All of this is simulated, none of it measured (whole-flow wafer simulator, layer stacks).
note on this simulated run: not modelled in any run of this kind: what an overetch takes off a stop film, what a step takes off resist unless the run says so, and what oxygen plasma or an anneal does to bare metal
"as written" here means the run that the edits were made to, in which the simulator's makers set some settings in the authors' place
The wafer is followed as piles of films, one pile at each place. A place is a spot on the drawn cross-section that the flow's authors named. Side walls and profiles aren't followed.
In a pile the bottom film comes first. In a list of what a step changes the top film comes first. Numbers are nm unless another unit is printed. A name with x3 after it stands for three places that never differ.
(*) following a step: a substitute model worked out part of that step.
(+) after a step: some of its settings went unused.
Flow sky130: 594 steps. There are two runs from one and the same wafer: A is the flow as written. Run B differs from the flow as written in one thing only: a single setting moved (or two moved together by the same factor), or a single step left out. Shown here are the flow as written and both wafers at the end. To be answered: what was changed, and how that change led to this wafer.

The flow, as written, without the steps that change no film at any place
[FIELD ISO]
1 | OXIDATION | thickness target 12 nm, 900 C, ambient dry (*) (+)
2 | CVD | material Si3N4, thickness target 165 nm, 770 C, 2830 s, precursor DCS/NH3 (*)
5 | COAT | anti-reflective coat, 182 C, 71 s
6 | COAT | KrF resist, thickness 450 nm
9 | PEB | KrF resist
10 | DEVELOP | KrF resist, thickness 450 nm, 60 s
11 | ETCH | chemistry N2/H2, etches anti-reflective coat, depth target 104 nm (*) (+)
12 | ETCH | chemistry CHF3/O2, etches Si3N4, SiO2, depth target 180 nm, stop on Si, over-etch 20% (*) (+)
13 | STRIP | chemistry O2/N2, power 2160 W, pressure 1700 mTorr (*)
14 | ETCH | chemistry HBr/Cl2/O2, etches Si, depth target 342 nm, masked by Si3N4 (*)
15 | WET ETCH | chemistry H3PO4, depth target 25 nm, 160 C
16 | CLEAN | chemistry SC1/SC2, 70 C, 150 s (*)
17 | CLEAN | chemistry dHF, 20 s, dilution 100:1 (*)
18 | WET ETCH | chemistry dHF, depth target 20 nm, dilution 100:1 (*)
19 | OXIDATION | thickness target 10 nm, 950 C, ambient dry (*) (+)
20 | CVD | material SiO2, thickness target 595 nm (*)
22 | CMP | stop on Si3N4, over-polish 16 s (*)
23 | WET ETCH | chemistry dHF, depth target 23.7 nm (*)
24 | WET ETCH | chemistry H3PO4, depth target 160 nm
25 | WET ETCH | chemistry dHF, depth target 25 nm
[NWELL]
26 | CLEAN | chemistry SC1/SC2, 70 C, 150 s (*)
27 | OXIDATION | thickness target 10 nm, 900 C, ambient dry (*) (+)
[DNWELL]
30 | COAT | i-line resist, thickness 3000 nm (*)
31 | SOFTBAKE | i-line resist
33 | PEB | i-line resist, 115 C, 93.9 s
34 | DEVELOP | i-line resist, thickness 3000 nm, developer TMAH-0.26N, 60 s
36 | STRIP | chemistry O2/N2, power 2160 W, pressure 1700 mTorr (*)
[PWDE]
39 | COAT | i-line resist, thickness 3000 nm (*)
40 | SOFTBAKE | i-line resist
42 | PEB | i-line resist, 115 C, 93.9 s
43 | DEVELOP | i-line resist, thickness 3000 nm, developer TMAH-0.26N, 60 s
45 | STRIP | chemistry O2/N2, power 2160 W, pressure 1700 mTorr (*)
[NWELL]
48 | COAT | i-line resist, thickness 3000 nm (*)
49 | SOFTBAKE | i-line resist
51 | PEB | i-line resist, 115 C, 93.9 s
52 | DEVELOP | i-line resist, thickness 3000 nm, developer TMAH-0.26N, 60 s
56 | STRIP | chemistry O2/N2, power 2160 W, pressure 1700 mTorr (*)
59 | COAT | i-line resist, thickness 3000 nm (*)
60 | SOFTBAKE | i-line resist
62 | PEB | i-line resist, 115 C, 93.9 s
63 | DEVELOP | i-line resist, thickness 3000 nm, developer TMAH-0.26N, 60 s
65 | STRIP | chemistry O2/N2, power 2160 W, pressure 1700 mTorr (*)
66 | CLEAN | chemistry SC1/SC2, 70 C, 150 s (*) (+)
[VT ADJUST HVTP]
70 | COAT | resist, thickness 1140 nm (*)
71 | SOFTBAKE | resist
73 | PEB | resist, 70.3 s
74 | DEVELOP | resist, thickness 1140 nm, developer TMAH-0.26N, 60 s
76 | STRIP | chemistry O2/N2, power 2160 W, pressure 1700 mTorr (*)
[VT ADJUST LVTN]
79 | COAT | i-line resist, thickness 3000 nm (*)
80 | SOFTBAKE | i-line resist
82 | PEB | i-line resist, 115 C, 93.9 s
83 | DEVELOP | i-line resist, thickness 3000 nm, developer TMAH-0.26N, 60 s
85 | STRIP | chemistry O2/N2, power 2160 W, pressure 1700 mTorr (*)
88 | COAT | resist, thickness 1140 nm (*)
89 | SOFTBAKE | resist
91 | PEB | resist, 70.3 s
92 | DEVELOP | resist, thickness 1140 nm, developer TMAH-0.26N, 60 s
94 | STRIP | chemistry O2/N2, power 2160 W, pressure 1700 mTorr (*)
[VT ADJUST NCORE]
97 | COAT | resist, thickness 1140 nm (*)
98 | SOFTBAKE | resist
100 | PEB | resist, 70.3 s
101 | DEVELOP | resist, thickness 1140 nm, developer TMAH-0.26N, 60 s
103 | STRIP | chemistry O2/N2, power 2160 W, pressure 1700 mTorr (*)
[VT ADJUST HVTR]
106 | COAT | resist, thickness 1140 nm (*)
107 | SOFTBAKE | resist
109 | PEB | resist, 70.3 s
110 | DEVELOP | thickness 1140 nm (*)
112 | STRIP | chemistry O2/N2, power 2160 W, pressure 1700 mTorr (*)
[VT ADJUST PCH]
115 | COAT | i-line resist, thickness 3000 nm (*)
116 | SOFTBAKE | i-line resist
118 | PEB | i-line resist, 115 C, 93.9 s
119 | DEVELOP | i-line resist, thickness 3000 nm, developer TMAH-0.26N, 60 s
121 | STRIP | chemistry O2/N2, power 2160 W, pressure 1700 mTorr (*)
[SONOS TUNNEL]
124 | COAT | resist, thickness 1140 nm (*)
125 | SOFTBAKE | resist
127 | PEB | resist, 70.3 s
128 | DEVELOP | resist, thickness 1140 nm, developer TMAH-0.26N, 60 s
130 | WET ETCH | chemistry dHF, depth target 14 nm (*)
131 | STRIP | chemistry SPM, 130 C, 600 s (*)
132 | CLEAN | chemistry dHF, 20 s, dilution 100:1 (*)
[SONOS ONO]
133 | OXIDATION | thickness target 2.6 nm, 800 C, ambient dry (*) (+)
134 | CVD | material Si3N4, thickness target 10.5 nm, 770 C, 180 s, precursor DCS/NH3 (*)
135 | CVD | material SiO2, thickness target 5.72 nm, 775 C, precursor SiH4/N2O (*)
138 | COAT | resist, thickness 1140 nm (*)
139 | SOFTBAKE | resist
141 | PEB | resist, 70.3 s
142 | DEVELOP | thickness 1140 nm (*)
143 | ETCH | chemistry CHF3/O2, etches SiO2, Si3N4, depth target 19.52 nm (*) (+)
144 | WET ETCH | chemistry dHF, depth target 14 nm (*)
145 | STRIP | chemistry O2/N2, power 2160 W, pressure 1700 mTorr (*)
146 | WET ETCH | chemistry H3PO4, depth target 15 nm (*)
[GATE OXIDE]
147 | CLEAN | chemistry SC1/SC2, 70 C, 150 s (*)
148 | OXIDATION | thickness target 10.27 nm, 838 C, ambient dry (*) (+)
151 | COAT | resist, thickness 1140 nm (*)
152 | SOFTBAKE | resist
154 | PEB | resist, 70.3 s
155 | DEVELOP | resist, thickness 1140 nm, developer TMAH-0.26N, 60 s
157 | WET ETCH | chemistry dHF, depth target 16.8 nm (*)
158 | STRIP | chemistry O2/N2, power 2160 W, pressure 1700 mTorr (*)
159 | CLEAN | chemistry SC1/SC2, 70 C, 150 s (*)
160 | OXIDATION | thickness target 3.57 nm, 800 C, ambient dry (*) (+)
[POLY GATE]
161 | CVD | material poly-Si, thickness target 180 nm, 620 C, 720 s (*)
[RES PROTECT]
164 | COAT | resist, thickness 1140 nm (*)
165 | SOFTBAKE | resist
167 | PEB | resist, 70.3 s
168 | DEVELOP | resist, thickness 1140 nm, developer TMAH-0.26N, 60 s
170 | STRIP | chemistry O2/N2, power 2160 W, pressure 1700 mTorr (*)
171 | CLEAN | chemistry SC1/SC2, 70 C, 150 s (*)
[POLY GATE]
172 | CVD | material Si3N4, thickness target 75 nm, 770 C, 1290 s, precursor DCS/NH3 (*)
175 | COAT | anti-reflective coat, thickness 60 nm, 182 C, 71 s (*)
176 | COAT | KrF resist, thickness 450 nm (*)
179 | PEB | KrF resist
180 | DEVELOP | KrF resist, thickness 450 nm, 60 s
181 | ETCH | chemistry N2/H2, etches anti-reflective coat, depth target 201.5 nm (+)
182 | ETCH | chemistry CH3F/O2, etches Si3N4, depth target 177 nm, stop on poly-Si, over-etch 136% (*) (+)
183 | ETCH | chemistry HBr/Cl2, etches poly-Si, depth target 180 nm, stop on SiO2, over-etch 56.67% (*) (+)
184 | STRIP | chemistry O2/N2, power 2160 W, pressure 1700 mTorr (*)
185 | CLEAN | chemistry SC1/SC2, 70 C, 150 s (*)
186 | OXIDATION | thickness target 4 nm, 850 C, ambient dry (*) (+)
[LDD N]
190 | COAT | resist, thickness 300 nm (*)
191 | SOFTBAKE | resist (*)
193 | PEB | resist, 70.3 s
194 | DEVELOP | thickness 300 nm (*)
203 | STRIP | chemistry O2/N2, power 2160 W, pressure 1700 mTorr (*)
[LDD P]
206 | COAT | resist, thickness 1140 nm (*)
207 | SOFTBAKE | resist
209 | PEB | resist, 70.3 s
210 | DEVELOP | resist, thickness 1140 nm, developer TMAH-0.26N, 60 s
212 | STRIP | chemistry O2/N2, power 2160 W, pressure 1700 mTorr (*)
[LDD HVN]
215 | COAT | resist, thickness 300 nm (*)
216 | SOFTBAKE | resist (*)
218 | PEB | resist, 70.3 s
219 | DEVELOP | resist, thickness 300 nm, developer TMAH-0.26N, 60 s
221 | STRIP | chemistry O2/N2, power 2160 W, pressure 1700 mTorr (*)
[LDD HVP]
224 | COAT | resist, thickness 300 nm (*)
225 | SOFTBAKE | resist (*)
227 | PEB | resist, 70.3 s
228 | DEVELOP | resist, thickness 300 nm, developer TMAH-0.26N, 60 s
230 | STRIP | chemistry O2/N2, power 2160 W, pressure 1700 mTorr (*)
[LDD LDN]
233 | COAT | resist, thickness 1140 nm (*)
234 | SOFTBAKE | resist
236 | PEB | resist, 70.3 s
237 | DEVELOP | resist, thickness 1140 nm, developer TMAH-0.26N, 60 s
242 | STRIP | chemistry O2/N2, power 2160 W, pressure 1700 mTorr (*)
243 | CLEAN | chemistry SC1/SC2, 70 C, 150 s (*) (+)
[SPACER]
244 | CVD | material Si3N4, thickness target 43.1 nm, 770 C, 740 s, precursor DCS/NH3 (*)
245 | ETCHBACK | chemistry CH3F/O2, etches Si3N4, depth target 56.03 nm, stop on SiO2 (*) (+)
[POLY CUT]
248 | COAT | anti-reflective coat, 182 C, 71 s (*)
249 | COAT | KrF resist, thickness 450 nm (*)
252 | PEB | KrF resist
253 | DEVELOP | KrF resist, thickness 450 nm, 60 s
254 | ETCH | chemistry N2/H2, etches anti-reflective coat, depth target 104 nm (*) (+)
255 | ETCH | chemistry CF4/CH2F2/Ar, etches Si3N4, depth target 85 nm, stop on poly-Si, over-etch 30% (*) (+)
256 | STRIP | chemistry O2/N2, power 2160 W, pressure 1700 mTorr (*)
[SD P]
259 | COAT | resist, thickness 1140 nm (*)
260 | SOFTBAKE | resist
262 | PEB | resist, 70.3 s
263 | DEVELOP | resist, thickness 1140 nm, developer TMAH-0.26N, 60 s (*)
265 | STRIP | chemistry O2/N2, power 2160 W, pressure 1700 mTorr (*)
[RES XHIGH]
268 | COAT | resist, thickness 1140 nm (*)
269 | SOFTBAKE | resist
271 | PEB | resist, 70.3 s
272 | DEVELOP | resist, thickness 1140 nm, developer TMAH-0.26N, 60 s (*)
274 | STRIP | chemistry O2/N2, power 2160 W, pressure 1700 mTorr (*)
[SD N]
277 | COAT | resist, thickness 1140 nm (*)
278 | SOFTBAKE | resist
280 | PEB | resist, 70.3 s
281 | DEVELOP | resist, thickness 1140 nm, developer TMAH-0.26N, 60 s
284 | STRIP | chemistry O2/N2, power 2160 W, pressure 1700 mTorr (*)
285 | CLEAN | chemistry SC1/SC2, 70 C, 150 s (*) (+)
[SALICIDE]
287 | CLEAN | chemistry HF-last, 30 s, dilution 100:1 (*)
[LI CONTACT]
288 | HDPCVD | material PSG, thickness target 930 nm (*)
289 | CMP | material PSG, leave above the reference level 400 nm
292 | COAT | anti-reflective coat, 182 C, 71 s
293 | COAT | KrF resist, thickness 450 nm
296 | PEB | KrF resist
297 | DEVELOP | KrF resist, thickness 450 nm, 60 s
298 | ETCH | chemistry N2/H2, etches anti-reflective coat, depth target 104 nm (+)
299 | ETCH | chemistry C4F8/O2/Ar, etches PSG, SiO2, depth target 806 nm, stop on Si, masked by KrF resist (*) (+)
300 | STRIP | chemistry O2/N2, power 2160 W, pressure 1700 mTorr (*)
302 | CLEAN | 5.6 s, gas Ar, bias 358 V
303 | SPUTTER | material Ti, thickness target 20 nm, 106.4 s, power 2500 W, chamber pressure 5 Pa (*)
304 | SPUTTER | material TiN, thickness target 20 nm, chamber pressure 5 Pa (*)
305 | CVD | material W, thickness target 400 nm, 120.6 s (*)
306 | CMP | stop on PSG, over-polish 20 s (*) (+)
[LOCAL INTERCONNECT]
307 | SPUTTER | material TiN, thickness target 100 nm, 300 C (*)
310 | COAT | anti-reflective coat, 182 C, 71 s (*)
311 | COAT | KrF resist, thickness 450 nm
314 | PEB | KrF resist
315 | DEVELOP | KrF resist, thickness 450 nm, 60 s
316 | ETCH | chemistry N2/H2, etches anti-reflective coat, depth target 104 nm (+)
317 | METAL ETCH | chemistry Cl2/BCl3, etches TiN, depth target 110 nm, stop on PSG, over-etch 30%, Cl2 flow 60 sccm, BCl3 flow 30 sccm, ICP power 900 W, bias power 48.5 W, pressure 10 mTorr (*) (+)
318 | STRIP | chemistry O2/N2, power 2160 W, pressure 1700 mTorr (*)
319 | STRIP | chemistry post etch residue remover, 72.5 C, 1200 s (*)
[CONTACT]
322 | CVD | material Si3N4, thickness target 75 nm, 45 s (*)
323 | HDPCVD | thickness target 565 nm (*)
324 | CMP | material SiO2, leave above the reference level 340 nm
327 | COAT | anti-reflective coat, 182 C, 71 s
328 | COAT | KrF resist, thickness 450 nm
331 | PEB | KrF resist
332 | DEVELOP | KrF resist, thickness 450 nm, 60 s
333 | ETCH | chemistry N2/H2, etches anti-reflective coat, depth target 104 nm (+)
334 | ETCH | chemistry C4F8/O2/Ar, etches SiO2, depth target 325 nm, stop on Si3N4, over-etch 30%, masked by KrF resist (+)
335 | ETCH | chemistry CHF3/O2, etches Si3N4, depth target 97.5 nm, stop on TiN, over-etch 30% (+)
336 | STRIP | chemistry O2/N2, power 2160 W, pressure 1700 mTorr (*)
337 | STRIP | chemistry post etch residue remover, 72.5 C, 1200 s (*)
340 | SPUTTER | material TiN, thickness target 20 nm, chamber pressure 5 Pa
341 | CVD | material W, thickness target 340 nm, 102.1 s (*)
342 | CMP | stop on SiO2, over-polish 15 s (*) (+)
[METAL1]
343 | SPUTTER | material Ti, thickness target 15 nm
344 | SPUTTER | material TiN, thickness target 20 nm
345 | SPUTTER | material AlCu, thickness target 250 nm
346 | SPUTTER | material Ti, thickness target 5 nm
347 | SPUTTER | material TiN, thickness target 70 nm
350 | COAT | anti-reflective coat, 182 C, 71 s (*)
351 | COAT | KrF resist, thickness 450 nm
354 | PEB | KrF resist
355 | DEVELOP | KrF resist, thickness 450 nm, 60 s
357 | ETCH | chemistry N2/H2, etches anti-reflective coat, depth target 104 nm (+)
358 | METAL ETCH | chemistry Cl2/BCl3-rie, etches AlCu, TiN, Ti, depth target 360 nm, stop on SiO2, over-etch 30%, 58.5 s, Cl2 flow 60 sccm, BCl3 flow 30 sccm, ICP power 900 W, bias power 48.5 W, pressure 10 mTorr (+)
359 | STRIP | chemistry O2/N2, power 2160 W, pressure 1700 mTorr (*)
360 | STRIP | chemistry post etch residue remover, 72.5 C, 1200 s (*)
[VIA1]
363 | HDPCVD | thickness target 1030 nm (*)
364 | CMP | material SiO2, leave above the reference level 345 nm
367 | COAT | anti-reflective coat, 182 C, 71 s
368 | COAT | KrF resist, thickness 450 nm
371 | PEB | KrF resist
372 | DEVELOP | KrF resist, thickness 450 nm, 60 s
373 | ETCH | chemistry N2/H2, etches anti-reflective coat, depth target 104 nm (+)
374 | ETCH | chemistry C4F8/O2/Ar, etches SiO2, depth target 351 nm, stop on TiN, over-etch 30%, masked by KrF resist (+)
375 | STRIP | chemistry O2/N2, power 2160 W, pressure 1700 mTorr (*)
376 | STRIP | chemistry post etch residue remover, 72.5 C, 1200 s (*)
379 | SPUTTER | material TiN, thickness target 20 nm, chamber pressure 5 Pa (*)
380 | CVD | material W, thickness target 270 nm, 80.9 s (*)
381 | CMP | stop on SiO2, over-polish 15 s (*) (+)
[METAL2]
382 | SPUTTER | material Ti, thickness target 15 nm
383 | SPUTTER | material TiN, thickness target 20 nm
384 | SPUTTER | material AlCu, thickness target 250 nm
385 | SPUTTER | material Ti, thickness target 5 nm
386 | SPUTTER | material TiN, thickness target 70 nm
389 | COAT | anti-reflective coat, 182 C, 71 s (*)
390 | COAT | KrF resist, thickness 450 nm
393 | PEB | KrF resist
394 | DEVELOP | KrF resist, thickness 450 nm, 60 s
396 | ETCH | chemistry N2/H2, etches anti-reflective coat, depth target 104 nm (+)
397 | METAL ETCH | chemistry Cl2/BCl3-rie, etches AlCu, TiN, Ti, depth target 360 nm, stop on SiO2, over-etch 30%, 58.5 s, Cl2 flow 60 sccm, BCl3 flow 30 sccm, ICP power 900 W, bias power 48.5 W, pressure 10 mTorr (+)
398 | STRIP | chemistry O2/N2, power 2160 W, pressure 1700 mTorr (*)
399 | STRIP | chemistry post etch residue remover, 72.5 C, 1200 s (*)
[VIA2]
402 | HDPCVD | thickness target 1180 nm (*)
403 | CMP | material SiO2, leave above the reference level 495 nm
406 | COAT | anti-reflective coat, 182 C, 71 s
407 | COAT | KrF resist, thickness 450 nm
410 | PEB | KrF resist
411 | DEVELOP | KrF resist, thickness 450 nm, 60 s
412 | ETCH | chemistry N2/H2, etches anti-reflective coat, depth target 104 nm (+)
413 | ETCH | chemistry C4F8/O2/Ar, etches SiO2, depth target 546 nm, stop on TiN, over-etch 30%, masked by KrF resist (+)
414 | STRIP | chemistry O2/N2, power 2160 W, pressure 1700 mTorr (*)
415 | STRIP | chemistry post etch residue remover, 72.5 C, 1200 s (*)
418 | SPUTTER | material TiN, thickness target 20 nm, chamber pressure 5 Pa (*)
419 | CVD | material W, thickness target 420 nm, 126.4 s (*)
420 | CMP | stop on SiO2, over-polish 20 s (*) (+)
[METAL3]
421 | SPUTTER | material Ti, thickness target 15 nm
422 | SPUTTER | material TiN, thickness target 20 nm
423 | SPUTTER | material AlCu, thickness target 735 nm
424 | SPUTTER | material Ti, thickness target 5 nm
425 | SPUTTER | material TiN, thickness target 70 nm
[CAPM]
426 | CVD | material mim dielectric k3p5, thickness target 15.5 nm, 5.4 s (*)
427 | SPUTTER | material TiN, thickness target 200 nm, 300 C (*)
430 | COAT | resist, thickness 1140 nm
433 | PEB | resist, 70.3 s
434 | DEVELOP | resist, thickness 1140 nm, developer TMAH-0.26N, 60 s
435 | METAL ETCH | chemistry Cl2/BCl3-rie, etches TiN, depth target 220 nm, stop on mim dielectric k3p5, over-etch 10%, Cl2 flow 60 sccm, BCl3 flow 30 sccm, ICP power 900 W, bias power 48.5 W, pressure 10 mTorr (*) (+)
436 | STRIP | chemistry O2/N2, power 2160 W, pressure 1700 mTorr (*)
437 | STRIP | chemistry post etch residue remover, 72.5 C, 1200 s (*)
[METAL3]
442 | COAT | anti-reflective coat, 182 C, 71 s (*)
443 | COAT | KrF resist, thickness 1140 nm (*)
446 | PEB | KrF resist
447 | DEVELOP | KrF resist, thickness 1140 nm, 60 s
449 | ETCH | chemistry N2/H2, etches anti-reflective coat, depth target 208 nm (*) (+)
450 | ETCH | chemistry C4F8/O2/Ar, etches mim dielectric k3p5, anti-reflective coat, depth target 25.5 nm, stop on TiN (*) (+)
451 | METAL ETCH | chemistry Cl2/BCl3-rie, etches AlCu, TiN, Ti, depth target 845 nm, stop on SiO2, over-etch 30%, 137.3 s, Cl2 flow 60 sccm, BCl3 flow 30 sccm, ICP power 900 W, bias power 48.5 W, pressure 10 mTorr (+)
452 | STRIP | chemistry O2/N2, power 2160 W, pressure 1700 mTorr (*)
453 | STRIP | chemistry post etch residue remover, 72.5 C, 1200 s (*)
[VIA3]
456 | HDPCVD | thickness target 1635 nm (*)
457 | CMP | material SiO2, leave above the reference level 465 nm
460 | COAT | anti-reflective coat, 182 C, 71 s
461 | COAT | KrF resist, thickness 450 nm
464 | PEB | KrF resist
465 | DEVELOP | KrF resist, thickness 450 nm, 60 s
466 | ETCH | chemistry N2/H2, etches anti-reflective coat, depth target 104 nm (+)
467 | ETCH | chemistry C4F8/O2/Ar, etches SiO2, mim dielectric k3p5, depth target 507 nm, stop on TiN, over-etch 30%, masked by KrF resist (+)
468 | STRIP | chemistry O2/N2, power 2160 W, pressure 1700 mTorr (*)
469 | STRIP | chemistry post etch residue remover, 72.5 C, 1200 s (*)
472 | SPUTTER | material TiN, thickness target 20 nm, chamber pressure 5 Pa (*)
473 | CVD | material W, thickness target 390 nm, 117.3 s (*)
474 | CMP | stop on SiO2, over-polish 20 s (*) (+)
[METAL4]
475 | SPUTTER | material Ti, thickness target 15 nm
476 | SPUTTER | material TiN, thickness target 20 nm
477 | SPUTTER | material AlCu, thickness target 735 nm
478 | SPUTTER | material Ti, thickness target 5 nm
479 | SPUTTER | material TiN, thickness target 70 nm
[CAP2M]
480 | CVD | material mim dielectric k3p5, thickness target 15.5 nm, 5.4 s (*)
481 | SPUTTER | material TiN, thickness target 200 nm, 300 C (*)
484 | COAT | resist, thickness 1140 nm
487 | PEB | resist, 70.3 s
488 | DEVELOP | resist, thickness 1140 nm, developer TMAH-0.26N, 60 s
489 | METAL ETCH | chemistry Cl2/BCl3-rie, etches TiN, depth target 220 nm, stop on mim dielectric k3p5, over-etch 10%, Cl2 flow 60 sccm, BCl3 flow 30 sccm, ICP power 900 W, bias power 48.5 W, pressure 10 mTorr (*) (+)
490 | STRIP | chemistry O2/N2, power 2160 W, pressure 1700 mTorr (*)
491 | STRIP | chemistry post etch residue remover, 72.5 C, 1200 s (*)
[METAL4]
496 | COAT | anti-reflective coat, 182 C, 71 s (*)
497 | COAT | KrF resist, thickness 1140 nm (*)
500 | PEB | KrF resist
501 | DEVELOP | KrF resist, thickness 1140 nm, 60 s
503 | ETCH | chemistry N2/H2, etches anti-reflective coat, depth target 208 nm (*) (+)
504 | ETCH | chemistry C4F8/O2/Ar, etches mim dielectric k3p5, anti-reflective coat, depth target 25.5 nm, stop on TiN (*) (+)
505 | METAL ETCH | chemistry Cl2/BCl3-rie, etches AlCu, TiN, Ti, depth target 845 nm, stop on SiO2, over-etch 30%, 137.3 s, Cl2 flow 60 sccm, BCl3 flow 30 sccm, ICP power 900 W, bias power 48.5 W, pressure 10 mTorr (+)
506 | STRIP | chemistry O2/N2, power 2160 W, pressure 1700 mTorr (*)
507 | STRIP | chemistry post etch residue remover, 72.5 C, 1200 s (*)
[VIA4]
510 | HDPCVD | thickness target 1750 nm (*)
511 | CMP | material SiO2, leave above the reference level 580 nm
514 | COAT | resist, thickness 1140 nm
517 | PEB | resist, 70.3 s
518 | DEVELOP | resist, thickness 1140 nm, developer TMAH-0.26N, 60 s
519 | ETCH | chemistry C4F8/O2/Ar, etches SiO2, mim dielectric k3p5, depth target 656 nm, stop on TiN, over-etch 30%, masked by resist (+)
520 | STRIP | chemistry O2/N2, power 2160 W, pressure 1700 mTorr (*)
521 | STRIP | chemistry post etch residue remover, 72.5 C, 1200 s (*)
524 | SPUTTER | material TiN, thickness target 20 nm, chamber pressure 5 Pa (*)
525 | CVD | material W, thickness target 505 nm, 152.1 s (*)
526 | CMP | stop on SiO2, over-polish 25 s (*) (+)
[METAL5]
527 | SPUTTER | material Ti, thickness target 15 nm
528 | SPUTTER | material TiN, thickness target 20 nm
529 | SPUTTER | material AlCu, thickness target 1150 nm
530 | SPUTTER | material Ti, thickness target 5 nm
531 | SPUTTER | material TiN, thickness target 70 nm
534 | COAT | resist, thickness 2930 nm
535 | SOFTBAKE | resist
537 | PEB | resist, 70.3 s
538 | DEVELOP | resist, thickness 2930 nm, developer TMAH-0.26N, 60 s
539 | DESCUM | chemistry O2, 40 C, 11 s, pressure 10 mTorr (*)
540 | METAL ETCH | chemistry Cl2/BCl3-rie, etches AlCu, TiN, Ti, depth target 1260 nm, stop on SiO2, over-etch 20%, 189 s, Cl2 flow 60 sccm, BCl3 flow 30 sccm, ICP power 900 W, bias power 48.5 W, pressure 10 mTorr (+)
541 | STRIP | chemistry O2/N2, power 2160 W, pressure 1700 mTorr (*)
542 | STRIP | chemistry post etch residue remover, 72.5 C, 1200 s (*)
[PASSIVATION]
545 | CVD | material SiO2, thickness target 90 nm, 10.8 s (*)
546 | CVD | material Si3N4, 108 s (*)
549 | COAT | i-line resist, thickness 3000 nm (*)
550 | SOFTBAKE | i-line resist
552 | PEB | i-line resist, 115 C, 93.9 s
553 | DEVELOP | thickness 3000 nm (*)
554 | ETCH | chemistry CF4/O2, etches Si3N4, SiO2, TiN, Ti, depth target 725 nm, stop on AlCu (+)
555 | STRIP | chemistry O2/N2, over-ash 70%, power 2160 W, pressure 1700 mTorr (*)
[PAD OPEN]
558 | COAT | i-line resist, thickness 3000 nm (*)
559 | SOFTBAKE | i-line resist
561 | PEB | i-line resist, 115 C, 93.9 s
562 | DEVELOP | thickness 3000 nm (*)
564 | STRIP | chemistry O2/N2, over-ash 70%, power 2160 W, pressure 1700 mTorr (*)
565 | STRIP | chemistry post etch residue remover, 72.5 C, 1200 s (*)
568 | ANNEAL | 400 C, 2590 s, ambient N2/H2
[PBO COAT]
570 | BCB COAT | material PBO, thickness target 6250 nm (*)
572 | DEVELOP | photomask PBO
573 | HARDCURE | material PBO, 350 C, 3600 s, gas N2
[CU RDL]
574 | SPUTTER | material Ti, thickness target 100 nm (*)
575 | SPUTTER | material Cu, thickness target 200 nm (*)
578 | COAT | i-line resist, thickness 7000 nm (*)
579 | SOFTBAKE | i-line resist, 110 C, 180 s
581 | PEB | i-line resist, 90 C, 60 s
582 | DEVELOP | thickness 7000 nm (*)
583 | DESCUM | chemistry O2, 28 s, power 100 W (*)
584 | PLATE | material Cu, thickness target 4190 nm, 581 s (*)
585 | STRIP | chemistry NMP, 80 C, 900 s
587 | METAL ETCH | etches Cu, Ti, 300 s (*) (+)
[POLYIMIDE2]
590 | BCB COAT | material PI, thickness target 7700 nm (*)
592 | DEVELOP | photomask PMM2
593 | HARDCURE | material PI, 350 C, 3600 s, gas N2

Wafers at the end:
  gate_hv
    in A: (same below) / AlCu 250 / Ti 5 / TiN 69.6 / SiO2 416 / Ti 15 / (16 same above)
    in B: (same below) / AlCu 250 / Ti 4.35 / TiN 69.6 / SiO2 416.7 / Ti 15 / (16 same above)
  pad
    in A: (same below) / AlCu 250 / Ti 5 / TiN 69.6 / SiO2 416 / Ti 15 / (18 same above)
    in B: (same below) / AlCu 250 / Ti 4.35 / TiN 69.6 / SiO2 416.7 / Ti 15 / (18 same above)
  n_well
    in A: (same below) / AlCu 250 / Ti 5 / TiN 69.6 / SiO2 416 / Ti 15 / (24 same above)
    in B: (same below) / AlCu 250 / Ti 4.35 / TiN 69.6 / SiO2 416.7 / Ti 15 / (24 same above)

Cause: step 385, SPUTTER: thickness target 4.35 nm was run, while the flow as written has thickness target 5 nm.
One can read it off the wafer: gate_hv has Ti 4.35, and step 385 as written asks for 5 nm.

How this came from the change, step by step:
  385 | SPUTTER | material Ti, thickness target 5 nm
      field, active, n_well and 188 more: A +5 Ti (new film) | B +4.35 Ti (new film)
  397 | METAL ETCH | chemistry Cl2/BCl3-rie, etches AlCu, TiN, Ti, depth target 360 nm, stop on SiO2, over-etch 30%, 58.5 s, Cl2 flow 60 sccm, BCl3 flow 30 sccm, ICP power 900 W, bias power 48.5 W, pressure 10 mTorr (+)
      field, active, gate and 82 more: A -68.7 TiN (all of it), -5 Ti (all of it), -250 AlCu (all of it), -20 TiN (all of it), -15 Ti (all of it), -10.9 SiO2 | B -68.7 TiN (all of it), -4.35 Ti (all of it), -250 AlCu (all of it), -20 TiN (all of it), -15 Ti (all of it), -11 SiO2
